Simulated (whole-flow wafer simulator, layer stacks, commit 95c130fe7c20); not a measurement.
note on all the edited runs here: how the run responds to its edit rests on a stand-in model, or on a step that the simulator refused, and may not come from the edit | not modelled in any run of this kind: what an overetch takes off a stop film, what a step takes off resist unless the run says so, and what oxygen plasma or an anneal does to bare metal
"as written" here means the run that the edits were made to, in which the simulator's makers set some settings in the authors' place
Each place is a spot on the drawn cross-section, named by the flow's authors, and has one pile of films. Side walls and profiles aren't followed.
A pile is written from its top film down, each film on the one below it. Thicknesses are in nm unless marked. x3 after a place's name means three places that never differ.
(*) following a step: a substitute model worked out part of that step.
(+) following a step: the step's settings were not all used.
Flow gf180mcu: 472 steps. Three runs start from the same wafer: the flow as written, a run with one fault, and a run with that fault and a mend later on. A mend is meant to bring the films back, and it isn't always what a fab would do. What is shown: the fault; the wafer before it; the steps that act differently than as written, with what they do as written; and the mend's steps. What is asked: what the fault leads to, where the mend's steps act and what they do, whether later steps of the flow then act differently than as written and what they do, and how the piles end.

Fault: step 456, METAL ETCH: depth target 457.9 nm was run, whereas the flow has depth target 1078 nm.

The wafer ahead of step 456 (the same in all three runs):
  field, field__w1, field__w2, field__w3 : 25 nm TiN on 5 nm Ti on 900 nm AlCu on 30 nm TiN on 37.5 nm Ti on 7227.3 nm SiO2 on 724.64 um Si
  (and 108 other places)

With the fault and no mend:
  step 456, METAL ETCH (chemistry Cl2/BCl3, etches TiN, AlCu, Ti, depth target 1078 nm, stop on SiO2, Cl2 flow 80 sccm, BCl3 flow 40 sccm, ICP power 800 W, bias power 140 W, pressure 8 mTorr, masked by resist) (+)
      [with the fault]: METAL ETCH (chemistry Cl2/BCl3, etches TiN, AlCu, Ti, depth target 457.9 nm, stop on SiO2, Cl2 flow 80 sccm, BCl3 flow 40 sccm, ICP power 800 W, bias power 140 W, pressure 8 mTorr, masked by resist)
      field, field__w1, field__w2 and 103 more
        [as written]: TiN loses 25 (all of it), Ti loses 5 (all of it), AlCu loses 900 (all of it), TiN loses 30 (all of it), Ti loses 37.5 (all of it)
        [with the fault]: TiN loses 25 (all of it), Ti loses 5 (all of it), AlCu loses 427.9
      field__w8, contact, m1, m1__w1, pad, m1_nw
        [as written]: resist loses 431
        [with the fault]: resist loses 183.2
  Steps further on in the flow that do not act as written:
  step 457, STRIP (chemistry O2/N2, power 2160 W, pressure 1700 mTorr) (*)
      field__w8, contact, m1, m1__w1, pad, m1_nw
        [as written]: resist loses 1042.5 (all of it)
        [with the fault]: resist loses 1290.3 (all of it)
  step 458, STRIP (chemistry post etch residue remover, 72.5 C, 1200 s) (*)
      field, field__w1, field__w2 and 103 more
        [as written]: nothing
        [with the fault]: AlCu loses 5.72
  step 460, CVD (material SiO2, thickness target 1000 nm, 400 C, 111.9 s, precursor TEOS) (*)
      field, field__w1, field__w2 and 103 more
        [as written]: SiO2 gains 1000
        [with the fault]: SiO2 gains 1000 (new film)
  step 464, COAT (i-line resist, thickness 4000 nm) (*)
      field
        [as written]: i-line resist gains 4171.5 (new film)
        [with the fault]: i-line resist gains 4064.9 (new film)
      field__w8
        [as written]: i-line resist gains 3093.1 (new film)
        [with the fault]: i-line resist gains 3572.1 (new film)
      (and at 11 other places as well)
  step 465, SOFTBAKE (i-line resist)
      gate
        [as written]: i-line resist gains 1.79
        [with the fault]: i-line resist loses 1.24
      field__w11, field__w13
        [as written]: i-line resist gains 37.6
        [with the fault]: i-line resist gains 13.4
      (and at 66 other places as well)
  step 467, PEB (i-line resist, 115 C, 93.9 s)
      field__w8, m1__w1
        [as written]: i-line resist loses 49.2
        [with the fault]: i-line resist loses 59
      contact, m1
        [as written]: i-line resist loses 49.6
        [with the fault]: i-line resist loses 59.2
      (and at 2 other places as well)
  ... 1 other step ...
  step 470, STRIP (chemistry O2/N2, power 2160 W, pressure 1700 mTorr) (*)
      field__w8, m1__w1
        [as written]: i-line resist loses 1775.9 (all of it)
        [with the fault]: i-line resist loses 2287.8 (all of it)
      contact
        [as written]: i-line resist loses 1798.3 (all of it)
        [with the fault]: i-line resist loses 2294.8 (all of it)
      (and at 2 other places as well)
  The piles end different from the flow's at field, field__w1, field__w2 and 103 more by more than 2% or 0.5 nm, whichever is larger.
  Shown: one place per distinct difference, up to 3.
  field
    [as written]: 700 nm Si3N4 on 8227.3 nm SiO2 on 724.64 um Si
    [with the fault]: 700 nm Si3N4 on 1000 nm SiO2 on 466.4 nm AlCu on 30 nm TiN on 37.5 nm Ti on 7227.3 nm SiO2 on 724.64 um Si
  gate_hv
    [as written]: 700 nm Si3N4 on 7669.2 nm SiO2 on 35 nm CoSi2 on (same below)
    [with the fault]: 700 nm Si3N4 on 1000 nm SiO2 on 466.4 nm AlCu on 30 nm TiN on 37.5 nm Ti on 6669.2 nm SiO2 on 35 nm CoSi2 on (same below)
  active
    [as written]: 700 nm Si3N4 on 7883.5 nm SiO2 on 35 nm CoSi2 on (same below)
    [with the fault]: 700 nm Si3N4 on 1000 nm SiO2 on 466.4 nm AlCu on 30 nm TiN on 37.5 nm Ti on 6883.5 nm SiO2 on 35 nm CoSi2 on (same below)

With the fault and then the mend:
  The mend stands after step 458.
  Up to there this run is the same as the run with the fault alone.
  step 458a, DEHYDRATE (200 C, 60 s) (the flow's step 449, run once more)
      leaves every film unchanged at each place that is followed
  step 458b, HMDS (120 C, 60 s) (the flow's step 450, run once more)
      leaves every film unchanged at each place that is followed
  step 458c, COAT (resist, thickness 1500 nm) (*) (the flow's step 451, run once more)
      iso_ptap_pw, iso_ntap_nw, iso_nw_fld and 33 more
        resist gains 1500 (new film)
      field__w10, field_sub, field_sub__w1 and 7 more
        resist gains 1506.2 (new film)
      field_sub__w4, ld_gate_p, ld_acc_p, ld_fp_p, ld_drift_p, ld_drn_p
        resist gains 1506.1 (new film)
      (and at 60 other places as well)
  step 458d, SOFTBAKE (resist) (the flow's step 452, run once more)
      field__w6, field__w13, field_sub__w1
        resist loses 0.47
      field__w2, field__w3
        resist loses 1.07
      active_hv, ppoly_sal
        resist loses 0.99
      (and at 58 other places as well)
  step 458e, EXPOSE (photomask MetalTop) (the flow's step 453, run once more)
      leaves every film unchanged at each place that is followed
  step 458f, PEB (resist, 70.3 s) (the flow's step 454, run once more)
      field__w2, field__w3, field__w5 and 45 more
        resist loses 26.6
      iso_ptap_pw, iso_ntap_nw, iso_nw_fld and 33 more
        resist loses 26.5
      gate_hv, sd_p, gate_p, nw_enc_fld_lv__w3, polyc_n, polyc_p, polyc_p_rim
        resist loses 27
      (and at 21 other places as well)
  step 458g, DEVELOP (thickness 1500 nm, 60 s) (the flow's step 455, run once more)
      iso_ptap_pw, iso_ntap_nw, iso_nw_fld and 33 more
        resist loses 1473.5 (all of it)
      field_sub, field_sub__w1, field_sub__w5, ld_gate_n, ld_acc_n, ld_fp_n, ld_drift_n, ld_drn_n
        resist loses 1479.1 (all of it)
      field__w7, field__w11, field__w13, mim, pplus_u, ppoly_u, npoly_sal
        resist loses 1479.9 (all of it)
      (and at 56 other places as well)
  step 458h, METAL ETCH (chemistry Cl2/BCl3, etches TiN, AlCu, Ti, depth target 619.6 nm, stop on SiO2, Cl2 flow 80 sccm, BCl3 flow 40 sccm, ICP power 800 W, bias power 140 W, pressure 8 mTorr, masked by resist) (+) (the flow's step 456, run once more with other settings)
      field, field__w1, field__w2 and 103 more
        AlCu loses 466.4 (all of it), TiN loses 30 (all of it), Ti loses 37.5 (all of it)
      field__w8, contact, m1, m1__w1, pad, m1_nw
        resist loses 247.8
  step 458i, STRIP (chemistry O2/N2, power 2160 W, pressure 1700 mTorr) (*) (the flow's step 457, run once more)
      field__w8
        resist loses 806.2 (all of it)
      contact
        resist loses 805.1 (all of it)
      m1
        resist loses 805.2 (all of it)
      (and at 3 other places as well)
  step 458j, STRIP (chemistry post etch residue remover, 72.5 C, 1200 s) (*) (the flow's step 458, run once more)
      field__w8, contact, m1, m1__w1, pad, m1_nw
        TiN loses 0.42
  Every later step of the flow that is run acts as written, at every place that is followed, to within 2% or 0.5 nm, whichever is larger.
  The piles end only slightly different from the flow's at the places that both follow, by no more than 2% or 0.5 nm, whichever is larger.
